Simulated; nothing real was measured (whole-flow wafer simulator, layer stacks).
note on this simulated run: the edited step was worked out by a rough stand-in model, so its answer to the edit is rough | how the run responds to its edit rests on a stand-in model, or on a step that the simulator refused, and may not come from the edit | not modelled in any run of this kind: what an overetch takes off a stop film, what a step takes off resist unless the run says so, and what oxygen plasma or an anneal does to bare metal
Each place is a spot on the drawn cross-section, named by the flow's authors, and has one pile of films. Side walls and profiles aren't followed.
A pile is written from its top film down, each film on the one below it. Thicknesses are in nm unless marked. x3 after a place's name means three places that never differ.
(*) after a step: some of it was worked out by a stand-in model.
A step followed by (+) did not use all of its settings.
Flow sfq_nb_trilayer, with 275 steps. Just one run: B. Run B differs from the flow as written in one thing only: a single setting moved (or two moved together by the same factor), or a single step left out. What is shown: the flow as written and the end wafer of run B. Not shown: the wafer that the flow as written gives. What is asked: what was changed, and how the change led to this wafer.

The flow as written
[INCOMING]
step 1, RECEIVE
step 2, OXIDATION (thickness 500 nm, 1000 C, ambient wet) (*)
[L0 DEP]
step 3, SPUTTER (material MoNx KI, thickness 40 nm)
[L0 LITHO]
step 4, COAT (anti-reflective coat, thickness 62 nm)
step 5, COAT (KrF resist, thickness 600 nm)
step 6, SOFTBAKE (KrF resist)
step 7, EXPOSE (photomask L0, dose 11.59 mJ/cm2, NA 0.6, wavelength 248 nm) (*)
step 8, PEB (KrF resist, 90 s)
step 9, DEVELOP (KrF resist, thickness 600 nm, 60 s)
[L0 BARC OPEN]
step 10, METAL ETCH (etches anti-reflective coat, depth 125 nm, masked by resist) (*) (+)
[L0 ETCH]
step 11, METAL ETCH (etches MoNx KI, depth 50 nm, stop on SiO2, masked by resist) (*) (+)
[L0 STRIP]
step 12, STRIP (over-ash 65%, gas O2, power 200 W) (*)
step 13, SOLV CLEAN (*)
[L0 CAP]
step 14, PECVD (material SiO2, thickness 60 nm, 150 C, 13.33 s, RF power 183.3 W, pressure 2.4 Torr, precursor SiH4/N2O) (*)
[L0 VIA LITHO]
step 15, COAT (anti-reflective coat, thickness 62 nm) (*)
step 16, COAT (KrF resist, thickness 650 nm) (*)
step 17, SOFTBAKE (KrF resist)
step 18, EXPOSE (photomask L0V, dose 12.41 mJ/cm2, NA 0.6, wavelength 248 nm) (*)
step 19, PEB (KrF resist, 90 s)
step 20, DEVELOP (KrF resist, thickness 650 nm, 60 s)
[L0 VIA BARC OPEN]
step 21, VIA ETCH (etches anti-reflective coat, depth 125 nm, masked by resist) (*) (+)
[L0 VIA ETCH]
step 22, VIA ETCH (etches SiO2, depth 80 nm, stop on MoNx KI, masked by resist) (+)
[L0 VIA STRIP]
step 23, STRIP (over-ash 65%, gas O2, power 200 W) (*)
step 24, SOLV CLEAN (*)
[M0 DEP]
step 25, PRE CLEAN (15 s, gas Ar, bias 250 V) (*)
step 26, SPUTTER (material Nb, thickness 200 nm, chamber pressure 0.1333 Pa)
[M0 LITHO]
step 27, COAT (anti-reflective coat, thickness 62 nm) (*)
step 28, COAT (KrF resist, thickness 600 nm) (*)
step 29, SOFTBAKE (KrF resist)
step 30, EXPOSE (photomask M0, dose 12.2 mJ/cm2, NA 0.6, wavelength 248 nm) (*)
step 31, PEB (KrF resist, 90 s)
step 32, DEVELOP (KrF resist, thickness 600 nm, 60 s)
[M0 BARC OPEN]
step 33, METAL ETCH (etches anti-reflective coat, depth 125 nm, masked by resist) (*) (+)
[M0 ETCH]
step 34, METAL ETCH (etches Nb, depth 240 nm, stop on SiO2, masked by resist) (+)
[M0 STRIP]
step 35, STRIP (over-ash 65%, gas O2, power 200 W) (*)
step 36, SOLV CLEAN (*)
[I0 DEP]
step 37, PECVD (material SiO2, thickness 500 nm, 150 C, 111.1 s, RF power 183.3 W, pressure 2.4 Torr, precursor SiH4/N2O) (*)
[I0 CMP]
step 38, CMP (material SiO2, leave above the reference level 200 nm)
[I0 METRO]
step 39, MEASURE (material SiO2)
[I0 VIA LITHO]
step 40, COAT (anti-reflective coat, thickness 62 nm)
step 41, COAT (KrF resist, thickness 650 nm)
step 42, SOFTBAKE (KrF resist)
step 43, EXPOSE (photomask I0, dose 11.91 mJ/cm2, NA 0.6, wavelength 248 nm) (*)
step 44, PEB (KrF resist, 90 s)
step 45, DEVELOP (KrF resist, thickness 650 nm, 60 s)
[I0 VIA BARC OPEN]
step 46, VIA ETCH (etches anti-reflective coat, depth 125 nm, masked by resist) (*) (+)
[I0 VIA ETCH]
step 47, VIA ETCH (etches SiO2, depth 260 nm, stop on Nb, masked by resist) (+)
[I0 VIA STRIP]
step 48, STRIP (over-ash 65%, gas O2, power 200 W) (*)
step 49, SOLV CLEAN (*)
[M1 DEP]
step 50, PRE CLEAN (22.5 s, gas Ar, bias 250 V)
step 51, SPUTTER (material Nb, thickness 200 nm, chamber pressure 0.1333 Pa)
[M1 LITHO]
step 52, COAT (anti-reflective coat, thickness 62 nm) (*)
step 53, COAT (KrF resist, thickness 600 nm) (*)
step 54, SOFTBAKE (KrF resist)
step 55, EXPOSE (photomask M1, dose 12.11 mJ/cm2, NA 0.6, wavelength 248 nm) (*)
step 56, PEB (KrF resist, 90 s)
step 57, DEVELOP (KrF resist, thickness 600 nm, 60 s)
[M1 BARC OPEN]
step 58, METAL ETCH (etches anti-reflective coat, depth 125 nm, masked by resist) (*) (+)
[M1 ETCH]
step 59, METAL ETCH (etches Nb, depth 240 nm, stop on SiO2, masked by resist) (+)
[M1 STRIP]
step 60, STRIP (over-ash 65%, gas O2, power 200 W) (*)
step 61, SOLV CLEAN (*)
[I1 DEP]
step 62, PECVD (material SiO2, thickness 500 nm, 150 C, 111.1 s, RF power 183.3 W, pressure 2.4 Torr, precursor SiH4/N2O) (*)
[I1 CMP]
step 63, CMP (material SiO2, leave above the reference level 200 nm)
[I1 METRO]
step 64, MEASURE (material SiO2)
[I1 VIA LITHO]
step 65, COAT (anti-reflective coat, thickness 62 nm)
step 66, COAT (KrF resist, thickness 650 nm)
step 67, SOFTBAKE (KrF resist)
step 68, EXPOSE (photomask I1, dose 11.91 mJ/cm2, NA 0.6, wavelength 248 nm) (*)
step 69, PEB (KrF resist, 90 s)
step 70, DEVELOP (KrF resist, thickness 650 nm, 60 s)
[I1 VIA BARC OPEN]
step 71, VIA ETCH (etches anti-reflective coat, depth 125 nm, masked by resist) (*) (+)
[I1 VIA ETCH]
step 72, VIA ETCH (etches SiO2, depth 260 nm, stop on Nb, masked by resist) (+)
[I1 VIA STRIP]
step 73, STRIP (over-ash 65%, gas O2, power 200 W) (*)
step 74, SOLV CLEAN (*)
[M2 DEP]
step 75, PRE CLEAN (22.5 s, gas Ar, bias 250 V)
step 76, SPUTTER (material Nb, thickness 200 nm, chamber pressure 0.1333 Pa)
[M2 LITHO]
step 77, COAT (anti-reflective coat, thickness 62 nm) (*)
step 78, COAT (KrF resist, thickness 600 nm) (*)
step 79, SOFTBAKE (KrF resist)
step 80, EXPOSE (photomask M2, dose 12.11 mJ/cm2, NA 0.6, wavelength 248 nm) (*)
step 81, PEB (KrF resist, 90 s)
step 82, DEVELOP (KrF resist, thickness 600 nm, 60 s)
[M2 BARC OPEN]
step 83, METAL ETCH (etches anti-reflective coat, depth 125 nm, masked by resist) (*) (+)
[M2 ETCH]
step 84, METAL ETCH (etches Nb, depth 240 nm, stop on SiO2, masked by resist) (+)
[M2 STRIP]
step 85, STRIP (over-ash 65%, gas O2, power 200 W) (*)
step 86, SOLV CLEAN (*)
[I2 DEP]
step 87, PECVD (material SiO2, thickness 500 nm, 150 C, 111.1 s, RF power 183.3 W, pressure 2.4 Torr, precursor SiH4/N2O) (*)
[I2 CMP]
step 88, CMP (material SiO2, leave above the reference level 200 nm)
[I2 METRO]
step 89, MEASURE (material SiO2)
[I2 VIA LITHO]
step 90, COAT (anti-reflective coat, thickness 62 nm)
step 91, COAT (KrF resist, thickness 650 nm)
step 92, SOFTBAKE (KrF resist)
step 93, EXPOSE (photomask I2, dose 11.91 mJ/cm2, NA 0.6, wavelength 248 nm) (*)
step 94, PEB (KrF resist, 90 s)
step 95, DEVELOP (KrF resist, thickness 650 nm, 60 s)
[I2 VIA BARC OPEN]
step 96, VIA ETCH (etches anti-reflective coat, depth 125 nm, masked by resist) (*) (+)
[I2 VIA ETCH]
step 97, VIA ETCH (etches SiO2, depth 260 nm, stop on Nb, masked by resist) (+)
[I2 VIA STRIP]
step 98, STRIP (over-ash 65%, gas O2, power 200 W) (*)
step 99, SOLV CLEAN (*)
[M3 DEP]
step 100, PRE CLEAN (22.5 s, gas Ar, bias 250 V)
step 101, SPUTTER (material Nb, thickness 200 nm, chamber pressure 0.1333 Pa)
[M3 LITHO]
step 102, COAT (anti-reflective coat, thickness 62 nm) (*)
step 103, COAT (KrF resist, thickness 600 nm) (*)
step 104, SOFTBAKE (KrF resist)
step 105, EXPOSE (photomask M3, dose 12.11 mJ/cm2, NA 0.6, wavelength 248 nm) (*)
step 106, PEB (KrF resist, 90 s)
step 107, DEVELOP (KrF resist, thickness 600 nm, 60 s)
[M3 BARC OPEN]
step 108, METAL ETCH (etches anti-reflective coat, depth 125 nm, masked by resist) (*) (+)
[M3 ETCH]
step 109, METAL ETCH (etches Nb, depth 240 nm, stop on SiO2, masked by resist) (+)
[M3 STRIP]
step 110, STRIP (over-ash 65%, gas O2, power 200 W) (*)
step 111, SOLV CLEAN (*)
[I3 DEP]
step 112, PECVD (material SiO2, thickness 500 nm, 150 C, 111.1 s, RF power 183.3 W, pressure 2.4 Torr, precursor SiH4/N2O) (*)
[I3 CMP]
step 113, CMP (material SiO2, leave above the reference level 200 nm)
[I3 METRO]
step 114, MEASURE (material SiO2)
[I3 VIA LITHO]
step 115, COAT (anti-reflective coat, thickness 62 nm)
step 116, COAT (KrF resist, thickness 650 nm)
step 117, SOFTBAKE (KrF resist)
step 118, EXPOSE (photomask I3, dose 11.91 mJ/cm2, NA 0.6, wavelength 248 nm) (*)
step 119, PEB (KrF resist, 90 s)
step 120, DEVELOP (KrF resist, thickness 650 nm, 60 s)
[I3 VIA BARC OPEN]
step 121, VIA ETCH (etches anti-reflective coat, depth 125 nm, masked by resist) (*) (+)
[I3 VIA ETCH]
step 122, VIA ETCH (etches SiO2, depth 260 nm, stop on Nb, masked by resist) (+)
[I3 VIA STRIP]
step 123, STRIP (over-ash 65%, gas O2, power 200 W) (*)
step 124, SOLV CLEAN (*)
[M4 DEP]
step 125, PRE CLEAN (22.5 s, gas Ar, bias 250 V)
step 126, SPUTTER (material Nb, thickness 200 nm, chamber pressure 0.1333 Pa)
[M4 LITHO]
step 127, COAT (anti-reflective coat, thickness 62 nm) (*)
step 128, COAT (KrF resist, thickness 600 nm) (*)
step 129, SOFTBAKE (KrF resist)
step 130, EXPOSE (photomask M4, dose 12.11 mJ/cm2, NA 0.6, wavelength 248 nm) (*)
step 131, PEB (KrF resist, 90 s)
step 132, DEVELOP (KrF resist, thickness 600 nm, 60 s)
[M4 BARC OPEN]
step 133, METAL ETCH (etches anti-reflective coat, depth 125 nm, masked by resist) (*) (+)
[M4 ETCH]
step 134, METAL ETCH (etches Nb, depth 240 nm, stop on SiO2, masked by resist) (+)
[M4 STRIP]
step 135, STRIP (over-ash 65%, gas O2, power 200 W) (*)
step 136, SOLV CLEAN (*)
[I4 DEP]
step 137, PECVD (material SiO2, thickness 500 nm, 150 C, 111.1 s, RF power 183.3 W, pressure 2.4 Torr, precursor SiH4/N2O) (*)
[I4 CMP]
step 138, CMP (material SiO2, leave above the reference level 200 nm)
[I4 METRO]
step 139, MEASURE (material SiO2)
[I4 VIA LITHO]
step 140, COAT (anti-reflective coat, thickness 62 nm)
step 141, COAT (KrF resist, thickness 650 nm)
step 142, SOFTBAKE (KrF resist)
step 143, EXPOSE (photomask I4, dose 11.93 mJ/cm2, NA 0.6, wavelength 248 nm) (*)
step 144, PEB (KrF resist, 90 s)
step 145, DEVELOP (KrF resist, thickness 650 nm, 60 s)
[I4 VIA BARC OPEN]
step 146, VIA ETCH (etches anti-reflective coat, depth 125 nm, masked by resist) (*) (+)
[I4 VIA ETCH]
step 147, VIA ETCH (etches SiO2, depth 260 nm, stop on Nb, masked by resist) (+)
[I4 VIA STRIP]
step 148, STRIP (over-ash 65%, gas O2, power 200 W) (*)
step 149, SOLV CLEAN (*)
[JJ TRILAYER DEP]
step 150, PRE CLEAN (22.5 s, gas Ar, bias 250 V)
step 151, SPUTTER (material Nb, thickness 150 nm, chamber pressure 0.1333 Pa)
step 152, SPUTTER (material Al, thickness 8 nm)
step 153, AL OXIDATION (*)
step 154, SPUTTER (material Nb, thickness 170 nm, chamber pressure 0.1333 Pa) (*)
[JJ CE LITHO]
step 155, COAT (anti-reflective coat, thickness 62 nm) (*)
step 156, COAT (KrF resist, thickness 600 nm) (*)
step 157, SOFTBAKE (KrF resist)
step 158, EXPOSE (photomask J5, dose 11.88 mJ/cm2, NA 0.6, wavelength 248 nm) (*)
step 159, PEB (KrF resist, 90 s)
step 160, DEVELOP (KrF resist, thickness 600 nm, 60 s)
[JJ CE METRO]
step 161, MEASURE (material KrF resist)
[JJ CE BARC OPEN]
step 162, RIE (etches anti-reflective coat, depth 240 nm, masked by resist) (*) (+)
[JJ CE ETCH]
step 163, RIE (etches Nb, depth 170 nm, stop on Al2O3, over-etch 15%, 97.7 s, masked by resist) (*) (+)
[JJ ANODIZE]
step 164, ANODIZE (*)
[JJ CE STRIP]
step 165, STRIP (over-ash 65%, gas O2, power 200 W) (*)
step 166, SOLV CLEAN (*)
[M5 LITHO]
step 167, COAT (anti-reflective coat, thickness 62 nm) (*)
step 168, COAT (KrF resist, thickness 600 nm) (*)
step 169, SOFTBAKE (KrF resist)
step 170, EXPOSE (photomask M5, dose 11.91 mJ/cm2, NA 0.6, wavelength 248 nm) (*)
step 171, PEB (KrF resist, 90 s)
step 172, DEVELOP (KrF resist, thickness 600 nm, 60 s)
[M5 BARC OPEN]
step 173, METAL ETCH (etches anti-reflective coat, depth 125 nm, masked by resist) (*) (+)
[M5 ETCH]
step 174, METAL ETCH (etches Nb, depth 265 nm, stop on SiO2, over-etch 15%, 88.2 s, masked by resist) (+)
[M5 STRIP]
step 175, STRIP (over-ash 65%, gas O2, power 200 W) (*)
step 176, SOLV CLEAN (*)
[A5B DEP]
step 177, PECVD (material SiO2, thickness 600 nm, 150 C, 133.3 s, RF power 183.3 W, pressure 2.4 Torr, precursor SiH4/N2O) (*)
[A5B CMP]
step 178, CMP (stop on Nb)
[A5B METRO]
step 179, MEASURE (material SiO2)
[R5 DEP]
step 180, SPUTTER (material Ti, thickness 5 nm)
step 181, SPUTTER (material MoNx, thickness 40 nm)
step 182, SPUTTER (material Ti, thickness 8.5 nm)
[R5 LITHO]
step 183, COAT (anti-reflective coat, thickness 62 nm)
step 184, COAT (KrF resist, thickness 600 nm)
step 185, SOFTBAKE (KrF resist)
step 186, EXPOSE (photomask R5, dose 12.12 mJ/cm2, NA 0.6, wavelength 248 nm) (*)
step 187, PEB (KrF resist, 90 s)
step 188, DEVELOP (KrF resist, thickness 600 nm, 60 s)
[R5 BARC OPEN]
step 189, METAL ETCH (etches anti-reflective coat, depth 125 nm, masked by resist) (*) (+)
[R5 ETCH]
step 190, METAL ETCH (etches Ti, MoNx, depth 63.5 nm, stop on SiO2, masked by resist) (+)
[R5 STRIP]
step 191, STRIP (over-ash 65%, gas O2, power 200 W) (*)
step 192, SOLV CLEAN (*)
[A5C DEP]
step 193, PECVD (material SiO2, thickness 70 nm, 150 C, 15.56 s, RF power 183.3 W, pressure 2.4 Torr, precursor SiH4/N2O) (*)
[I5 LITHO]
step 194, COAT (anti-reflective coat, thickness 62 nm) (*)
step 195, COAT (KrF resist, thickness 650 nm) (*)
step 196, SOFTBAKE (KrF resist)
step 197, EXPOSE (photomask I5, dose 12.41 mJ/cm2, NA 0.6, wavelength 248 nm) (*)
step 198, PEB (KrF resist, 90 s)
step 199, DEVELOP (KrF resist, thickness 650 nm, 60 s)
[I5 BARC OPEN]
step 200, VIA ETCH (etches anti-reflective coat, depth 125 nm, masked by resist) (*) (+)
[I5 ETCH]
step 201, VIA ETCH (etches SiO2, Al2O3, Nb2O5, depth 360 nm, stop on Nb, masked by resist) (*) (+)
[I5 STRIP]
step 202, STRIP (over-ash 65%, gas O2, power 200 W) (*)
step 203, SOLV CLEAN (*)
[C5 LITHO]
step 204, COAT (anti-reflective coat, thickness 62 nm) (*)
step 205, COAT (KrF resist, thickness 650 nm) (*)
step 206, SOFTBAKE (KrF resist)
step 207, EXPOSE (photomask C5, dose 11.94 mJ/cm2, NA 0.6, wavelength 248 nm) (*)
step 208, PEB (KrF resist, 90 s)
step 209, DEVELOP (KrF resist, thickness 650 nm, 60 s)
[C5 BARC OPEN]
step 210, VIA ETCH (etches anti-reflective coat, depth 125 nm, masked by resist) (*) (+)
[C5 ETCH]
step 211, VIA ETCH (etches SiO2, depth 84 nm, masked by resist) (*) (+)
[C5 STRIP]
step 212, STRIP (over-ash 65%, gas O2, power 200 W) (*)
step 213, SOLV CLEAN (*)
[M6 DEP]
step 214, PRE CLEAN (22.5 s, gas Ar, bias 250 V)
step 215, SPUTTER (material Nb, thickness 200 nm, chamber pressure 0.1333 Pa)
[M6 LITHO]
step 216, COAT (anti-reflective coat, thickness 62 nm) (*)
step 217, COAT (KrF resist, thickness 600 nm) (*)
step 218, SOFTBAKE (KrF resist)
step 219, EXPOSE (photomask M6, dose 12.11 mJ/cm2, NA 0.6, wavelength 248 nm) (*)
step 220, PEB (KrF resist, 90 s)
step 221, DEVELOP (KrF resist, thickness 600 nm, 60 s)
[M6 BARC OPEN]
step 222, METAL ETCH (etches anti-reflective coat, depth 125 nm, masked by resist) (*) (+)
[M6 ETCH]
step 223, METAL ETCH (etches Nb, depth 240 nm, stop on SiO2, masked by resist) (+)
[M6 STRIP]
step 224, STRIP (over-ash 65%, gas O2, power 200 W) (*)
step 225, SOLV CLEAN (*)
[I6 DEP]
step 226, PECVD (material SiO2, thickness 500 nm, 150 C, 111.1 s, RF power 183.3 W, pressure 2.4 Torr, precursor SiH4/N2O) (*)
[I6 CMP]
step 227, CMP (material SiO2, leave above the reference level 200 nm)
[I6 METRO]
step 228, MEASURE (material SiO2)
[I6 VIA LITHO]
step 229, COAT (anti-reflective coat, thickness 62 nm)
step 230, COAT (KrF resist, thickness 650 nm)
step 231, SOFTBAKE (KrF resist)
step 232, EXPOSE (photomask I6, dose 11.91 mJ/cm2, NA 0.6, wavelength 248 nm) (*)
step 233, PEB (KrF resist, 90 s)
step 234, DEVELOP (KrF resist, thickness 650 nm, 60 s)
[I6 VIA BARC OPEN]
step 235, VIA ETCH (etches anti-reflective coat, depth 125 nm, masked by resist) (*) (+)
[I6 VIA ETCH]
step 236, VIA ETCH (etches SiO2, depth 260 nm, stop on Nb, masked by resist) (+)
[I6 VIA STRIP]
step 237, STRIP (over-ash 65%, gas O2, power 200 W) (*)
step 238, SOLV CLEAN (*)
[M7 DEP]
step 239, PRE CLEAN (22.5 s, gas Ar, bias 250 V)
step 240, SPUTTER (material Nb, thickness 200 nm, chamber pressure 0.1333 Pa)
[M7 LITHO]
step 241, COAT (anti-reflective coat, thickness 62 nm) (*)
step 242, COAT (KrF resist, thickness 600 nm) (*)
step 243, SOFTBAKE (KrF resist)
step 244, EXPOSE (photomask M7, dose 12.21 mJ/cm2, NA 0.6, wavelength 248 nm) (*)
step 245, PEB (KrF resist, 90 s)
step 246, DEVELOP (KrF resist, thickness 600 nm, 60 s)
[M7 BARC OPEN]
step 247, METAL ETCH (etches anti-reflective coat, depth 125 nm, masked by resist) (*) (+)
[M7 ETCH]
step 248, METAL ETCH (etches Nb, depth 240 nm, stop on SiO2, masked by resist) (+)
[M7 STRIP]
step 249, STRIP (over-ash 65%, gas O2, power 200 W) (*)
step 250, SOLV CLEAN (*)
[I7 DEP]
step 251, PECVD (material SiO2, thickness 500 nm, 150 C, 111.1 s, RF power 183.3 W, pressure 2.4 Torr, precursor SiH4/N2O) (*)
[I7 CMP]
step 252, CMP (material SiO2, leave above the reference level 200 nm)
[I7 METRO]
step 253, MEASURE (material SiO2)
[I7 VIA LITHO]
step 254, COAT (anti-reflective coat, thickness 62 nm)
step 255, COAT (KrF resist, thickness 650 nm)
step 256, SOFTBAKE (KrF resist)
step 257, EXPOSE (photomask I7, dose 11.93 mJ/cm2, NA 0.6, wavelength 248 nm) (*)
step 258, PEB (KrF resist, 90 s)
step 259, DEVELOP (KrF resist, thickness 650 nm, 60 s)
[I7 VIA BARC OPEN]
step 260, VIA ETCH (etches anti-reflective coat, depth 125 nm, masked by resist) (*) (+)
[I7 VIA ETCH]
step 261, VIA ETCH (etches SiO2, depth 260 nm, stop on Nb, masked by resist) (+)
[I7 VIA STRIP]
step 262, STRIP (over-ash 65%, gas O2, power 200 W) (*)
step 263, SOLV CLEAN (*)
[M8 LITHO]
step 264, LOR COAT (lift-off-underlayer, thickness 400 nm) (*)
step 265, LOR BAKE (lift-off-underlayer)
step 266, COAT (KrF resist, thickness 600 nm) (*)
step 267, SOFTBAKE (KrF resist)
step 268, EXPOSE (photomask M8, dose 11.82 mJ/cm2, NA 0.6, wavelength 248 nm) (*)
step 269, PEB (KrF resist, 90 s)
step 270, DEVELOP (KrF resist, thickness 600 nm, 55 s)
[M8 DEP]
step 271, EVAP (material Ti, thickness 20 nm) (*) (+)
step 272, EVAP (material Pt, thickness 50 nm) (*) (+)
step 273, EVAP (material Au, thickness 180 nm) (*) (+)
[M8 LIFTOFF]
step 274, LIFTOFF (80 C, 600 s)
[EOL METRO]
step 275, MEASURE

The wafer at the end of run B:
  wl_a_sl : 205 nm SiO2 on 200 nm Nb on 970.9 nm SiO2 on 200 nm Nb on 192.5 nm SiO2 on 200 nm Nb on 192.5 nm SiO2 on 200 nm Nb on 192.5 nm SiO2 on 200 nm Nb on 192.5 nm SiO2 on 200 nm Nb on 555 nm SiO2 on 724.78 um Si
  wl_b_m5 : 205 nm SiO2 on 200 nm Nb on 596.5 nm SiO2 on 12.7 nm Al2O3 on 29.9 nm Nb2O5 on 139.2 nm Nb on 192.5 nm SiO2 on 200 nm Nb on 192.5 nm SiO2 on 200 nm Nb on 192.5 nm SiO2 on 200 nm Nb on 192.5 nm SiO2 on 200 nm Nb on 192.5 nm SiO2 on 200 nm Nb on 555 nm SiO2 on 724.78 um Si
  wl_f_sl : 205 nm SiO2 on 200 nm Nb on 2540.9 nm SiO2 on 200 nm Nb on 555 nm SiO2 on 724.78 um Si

What caused this: step 226, PECVD: thickness 395 nm was run, while the flow as written has thickness 500 nm; step 226, PECVD: 87.78 s was run, where the flow has 111.1 s.

How this came from the change, step by step:
  step 226, PECVD (material SiO2, thickness 500 nm, 150 C, 111.1 s, RF power 183.3 W, pressure 2.4 Torr, precursor SiH4/N2O) (*)
      field_l, p4_fl, p4_fm and 62 more: SiO2 gains 395 (it would be, as written: SiO2 gains 500)
      v_sur, via_wl, via_w and 21 more: SiO2 gains 395 (new film) (it would be, as written: SiO2 gains 500 (new film))
      (also at 17 further places)
  step 227, CMP (material SiO2, leave above the reference level 200 nm)
      field_l, p4_fl, p4_fm and 59 more: nothing (it would be, as written: SiO2 loses 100)
      moat, field_r, lsp_l, ln_m5, lsp_m: nothing (it would be, as written: SiO2 loses 93.6)
      (also at 39 further places)
  step 229, COAT (anti-reflective coat, thickness 62 nm)
      moat, lsp_m, m6r_space_l, m6r_space_r, m8r_pad_l, m8r_pad_r: anti-reflective coat gains 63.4 (new film) (it would be, as written: anti-reflective coat gains 62 (new film))
      v_sur, wl_a_m6, wl_c_m6, wl_f_m6: anti-reflective coat gains 60.5 (new film) (it would be, as written: anti-reflective coat gains 62 (new film))
      (also at 14 further places)
  step 230, COAT (KrF resist, thickness 650 nm)
      be: KrF resist gains 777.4 (new film) (it would be, as written: KrF resist gains 650 (new film))
  step 237, STRIP (over-ash 65%, gas O2, power 200 W) (*)
      wl_c_m6, wl_f_m6: KrF resist loses 527.2 (all of it), anti-reflective coat loses 60.5 (all of it) (it would be, as written: KrF resist loses 528.6 (all of it), anti-reflective coat loses 62 (all of it))
      m5r_linepad_l, m5r_linepad_r: KrF resist loses 528.6 (all of it), anti-reflective coat loses 64 (all of it) (it would be, as written: KrF resist loses 528.6 (all of it), anti-reflective coat loses 62 (all of it))
      (also at 20 further places)
  step 240, SPUTTER (material Nb, thickness 200 nm, chamber pressure 0.1333 Pa)
      be: Nb gains 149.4 (new film) (it would be, as written: Nb gains 200 (new film))
  step 241, COAT (anti-reflective coat, thickness 62 nm) (*)
      m6r_space_l, m6r_space_r, m8r_pad_l, m8r_pad_r: anti-reflective coat gains 63.3 (new film) (it would be, as written: anti-reflective coat gains 62 (new film))
      wl_a_m6, wl_c_m6, wl_f_m6: anti-reflective coat gains 60.3 (new film) (it would be, as written: anti-reflective coat gains 62 (new film))
      (also at 17 further places)
  step 242, COAT (KrF resist, thickness 600 nm) (*)
      wire: KrF resist gains 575 (new film) (it would be, as written: KrF resist gains 591.7 (new film))
      be: KrF resist gains 729.2 (new film) (it would be, as written: KrF resist gains 592.4 (new film))
      (also at 1 further place)
  step 247, METAL ETCH (etches anti-reflective coat, depth 125 nm, masked by resist) (*) (+)
      m6r_space_l, m6r_space_r, m8r_pad_l, m8r_pad_r: anti-reflective coat loses 63.3 (all of it) (it would be, as written: anti-reflective coat loses 62 (all of it))
      m5r_linepad_l, m5r_linepad_r: anti-reflective coat loses 63.8 (all of it) (it would be, as written: anti-reflective coat loses 62 (all of it))
      (also at 5 further places)
  step 249, STRIP (over-ash 65%, gas O2, power 200 W) (*)
      v_sur: KrF resist loses 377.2 (all of it), anti-reflective coat loses 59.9 (all of it) (it would be, as written: KrF resist loses 379.9 (all of it), anti-reflective coat loses 61.4 (all of it))
      wire: KrF resist loses 357.4 (all of it), anti-reflective coat loses 46.4 (all of it) (it would be, as written: KrF resist loses 374.1 (all of it), anti-reflective coat loses 50.3 (all of it))
      (also at 12 further places)
  step 251, PECVD (material SiO2, thickness 500 nm, 150 C, 111.1 s, RF power 183.3 W, pressure 2.4 Torr, precursor SiH4/N2O) (*)
      be: SiO2 gains 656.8 (new film) (it would be, as written: SiO2 gains 500 (new film))
  step 252, CMP (material SiO2, leave above the reference level 200 nm)
      field_l, p4_fl, p4_fm and 48 more: SiO2 loses 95 (it would be, as written: SiO2 loses 100)
      moat, ln_m5, lsp_m: SiO2 loses 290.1 (it would be, as written: SiO2 loses 300)
      (also at 9 further places)
